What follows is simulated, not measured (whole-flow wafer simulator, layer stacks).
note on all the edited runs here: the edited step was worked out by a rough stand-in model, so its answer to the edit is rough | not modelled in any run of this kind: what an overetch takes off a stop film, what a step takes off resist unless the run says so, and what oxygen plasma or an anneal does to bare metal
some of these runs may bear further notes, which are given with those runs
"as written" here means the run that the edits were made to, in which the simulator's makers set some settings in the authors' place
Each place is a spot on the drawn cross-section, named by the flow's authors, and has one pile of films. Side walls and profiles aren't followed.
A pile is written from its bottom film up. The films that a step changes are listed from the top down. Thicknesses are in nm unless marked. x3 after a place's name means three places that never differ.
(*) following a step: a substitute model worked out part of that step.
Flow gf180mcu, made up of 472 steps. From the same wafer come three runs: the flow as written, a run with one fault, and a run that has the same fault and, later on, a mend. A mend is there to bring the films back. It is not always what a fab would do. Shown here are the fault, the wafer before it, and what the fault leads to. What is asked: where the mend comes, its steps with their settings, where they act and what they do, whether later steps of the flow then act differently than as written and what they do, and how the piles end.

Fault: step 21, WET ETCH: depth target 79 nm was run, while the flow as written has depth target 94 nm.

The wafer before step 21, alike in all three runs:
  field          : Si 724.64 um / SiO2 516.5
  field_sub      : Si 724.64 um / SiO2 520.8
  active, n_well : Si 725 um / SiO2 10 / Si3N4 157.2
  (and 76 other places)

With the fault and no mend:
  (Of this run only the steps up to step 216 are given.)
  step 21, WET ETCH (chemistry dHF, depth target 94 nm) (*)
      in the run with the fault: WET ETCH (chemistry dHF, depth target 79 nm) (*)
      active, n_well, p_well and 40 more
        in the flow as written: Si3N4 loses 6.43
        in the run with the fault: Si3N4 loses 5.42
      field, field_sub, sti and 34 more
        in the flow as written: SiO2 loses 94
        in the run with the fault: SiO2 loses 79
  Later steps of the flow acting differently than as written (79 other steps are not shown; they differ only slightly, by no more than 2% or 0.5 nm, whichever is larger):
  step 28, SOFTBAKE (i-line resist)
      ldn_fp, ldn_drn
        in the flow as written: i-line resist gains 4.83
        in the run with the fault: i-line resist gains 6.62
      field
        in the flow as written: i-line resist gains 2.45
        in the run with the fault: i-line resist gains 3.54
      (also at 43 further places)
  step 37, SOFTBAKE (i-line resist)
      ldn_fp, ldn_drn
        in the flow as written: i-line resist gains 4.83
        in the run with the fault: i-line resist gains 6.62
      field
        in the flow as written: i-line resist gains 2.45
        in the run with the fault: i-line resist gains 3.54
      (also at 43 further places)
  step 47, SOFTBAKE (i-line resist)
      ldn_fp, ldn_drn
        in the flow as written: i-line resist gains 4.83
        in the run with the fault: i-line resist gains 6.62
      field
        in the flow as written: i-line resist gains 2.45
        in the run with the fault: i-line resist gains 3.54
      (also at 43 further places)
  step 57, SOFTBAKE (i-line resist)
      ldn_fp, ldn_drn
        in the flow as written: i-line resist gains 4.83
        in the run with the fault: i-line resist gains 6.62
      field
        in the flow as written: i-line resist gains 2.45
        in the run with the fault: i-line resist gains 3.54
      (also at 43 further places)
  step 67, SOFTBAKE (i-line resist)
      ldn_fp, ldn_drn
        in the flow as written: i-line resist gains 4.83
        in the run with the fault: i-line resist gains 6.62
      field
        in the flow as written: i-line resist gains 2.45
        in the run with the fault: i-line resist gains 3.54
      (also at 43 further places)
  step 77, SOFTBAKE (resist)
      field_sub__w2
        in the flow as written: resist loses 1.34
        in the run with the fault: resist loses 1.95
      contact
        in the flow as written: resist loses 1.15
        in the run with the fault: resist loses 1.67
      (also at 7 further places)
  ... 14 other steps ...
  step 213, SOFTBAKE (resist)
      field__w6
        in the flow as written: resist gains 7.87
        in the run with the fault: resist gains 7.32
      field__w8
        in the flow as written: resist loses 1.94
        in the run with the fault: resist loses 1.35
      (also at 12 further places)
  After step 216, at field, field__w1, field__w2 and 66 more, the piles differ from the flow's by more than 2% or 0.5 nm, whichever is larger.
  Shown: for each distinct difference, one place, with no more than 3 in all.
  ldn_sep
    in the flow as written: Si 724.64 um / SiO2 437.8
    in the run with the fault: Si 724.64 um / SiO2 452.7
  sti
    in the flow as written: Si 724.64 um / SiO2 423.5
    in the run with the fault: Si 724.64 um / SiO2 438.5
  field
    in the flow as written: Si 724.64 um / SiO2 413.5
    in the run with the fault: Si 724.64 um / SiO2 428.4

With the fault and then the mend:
  After step 21 comes the mend.
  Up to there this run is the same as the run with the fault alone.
  step 21a, WET ETCH (chemistry dHF, depth target 15 nm) (the flow's step 21 again, with other settings)
      field, field_sub, sti and 34 more
        SiO2 loses 15
  None of the later steps of the flow differs from how it acts as written, at any place that is followed, by more than 2% or 0.5 nm, whichever is larger.
  At every place that both follow, the piles at the end match the flow's.
